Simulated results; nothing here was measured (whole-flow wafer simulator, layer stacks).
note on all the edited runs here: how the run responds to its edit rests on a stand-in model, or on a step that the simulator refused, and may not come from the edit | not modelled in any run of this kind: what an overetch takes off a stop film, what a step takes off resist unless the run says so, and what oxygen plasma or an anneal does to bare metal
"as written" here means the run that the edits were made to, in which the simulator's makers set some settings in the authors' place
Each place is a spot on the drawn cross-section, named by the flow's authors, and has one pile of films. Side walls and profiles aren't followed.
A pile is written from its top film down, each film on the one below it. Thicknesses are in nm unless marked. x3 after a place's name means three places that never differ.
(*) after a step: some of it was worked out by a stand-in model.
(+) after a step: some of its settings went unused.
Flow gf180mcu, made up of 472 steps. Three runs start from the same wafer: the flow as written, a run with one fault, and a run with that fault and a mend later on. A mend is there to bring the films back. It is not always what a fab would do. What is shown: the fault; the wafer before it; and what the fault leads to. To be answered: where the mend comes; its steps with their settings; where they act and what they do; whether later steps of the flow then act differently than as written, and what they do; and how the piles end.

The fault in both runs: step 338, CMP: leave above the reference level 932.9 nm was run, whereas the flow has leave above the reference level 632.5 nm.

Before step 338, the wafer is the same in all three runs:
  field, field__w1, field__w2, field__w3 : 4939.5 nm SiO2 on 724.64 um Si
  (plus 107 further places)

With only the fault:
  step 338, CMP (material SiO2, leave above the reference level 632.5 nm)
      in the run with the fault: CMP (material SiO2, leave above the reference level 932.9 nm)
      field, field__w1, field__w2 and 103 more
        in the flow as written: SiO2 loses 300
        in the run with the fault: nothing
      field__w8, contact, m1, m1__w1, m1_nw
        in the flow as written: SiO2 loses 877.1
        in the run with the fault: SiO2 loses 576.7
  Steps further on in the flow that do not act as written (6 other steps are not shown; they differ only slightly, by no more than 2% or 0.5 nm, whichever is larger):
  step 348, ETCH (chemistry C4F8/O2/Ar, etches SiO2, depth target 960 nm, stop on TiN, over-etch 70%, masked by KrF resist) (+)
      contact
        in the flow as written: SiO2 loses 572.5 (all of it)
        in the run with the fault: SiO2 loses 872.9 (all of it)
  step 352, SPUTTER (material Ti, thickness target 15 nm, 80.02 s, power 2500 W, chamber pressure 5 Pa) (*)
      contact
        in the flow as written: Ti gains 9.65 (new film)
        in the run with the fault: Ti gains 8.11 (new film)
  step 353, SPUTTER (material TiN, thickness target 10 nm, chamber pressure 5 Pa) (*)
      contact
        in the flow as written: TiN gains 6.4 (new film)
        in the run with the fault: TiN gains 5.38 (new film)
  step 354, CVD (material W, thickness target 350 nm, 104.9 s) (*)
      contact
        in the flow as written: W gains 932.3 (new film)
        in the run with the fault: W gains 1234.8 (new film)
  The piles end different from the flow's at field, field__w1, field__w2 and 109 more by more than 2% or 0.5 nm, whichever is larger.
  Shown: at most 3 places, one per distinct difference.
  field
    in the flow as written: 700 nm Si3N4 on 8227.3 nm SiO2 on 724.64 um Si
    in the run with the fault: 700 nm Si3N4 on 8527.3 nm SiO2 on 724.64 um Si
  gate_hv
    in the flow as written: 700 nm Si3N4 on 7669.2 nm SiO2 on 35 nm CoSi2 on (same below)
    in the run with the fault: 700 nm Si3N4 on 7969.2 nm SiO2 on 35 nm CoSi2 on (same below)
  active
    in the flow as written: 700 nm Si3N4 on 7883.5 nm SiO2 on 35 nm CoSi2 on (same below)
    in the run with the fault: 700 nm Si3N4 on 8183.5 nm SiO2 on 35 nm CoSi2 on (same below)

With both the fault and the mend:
  The mend follows step 346.
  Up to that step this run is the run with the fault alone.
  step 346a, STRIP (chemistry O2/N2, power 2160 W, pressure 1700 mTorr) (*)
      field__w1, field__w2, field__w3 and 97 more
        KrF resist loses 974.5 (all of it), anti-reflective coat loses 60 (all of it)
      n_well, polyc_p, polyc_p_rim, sti_nw
        KrF resist loses 974.5 (all of it), anti-reflective coat loses 60.1 (all of it)
      field
        KrF resist loses 974.4 (all of it), anti-reflective coat loses 60.1 (all of it)
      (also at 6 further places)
  step 346b, CMP (material SiO2, leave above the reference level 632.5 nm) (a further turn of the flow's step 338)
      field, field__w1, field__w2 and 103 more
        SiO2 loses 300
      field__w8, contact, m1, m1__w1, m1_nw
        SiO2 loses 300.4
  step 346c, HMDS (120 C, 60 s) (a further turn of the flow's step 340)
      alters no film at any place that is followed
  step 346d, COAT (anti-reflective coat, thickness 60 nm, 182 C, 71 s) (a further turn of the flow's step 341)
      field, field__w1, field__w2 and 108 more
        anti-reflective coat gains 60 (new film)
  step 346e, COAT (KrF resist, thickness 1000 nm) (a further turn of the flow's step 342)
      field, field__w1, field__w2 and 108 more
        KrF resist gains 1000 (new film)
  step 346f, SOFTBAKE (KrF resist) (a further turn of the flow's step 343)
      alters no film at any place that is followed
  step 346g, EXPOSE (photomask Via3) (a further turn of the flow's step 344)
      alters no film at any place that is followed
  step 346h, PEB (KrF resist, 135 C, 90 s) (a further turn of the flow's step 345)
      field, field__w1, field__w2 and 108 more
        KrF resist loses 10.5
  step 346i, DEVELOP (KrF resist, thickness 1000 nm, 60 s) (a further turn of the flow's step 346)
      field, field__w1, field__w2 and 107 more
        KrF resist loses 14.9
      contact
        KrF resist loses 989.5 (all of it)
  Later steps of the flow that are run all act as written at every place that is followed.
  By the end, the piles equal the flow's at every place that both follow.
